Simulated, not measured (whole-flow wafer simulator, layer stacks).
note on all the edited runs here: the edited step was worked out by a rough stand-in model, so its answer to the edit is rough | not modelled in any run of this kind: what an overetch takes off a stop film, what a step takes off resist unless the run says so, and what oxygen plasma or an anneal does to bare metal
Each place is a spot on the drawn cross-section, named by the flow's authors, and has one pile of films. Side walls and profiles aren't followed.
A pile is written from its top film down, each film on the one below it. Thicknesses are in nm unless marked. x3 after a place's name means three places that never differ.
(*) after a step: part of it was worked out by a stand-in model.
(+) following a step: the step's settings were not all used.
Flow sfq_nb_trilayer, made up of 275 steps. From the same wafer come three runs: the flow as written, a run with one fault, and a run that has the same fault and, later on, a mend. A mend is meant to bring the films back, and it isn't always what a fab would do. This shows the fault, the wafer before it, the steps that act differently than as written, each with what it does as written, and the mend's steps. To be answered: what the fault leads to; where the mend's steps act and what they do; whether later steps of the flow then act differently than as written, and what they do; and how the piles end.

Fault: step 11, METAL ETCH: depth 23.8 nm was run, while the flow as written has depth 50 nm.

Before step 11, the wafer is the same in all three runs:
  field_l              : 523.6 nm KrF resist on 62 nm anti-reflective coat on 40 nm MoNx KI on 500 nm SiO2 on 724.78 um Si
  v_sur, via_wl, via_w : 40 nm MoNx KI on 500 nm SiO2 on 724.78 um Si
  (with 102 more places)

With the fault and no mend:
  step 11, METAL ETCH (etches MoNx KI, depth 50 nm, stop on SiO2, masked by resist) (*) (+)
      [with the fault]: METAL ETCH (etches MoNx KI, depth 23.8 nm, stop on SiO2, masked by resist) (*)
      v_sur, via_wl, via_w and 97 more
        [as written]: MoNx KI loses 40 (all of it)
        [with the fault]: MoNx KI loses 23.8
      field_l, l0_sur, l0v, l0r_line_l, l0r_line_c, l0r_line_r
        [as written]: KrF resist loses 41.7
        [with the fault]: KrF resist loses 19.8
  Steps further on in the flow that do not act as written (not shown: 8 more steps that differ only slightly, by at most 2% or 0.5 nm, whichever is larger):
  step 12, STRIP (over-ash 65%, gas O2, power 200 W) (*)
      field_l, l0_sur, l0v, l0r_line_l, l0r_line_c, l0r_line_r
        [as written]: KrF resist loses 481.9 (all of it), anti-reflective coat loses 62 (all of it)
        [with the fault]: KrF resist loses 503.7 (all of it), anti-reflective coat loses 62 (all of it)
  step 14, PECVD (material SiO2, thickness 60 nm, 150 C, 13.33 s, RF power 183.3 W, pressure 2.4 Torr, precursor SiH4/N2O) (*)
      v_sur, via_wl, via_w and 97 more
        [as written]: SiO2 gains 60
        [with the fault]: SiO2 gains 60 (new film)
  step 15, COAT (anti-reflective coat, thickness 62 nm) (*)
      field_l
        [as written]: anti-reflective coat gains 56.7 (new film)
        [with the fault]: anti-reflective coat gains 58.6 (new film)
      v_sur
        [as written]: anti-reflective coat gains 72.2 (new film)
        [with the fault]: anti-reflective coat gains 68.2 (new film)
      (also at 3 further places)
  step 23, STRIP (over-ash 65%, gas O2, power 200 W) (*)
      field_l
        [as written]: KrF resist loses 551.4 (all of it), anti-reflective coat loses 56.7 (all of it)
        [with the fault]: KrF resist loses 554.9 (all of it), anti-reflective coat loses 58.6 (all of it)
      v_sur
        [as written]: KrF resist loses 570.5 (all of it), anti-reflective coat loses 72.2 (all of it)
        [with the fault]: KrF resist loses 565.9 (all of it), anti-reflective coat loses 68.2 (all of it)
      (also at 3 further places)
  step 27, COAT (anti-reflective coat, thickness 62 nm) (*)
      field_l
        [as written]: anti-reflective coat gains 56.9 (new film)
        [with the fault]: anti-reflective coat gains 58.8 (new film)
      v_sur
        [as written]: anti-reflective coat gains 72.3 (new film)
        [with the fault]: anti-reflective coat gains 68.1 (new film)
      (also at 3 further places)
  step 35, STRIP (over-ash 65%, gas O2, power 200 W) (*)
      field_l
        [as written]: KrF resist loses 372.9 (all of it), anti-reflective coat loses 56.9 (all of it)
        [with the fault]: KrF resist loses 376.7 (all of it), anti-reflective coat loses 58.8 (all of it)
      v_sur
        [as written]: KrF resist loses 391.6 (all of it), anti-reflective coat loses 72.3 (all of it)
        [with the fault]: KrF resist loses 387.8 (all of it), anti-reflective coat loses 68.1 (all of it)
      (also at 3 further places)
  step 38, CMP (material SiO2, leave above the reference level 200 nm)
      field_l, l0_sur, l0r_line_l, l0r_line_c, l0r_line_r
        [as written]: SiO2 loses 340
        [with the fault]: SiO2 loses 323.8
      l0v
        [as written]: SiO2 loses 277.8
        [with the fault]: SiO2 loses 261.6
  At v_sur, via_wl, via_w and 97 more, the piles at the end differ from the flow's by more than 2% or 0.5 nm, whichever is larger.
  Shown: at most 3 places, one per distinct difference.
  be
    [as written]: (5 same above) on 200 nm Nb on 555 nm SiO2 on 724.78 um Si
    [with the fault]: (5 same above) on 200 nm Nb on 55 nm SiO2 on 16.2 nm MoNx KI on 500 nm SiO2 on 724.78 um Si
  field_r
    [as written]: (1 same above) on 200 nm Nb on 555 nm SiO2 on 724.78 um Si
    [with the fault]: (1 same above) on 200 nm Nb on 55 nm SiO2 on 16.2 nm MoNx KI on 500 nm SiO2 on 724.78 um Si
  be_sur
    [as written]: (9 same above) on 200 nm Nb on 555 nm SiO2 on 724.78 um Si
    [with the fault]: (9 same above) on 200 nm Nb on 55 nm SiO2 on 16.2 nm MoNx KI on 500 nm SiO2 on 724.78 um Si

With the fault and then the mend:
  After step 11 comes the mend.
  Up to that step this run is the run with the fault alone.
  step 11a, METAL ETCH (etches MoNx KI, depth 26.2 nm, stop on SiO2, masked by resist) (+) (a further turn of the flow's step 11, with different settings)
      v_sur, via_wl, via_w and 97 more
        MoNx KI loses 16.2 (all of it)
      field_l, l0_sur, l0v, l0r_line_l, l0r_line_c, l0r_line_r
        KrF resist loses 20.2
  Every later step of the flow that is run acts as written, at every place that is followed, to within 2% or 0.5 nm, whichever is larger.
  At every place that both follow, the piles at the end match the flow's.
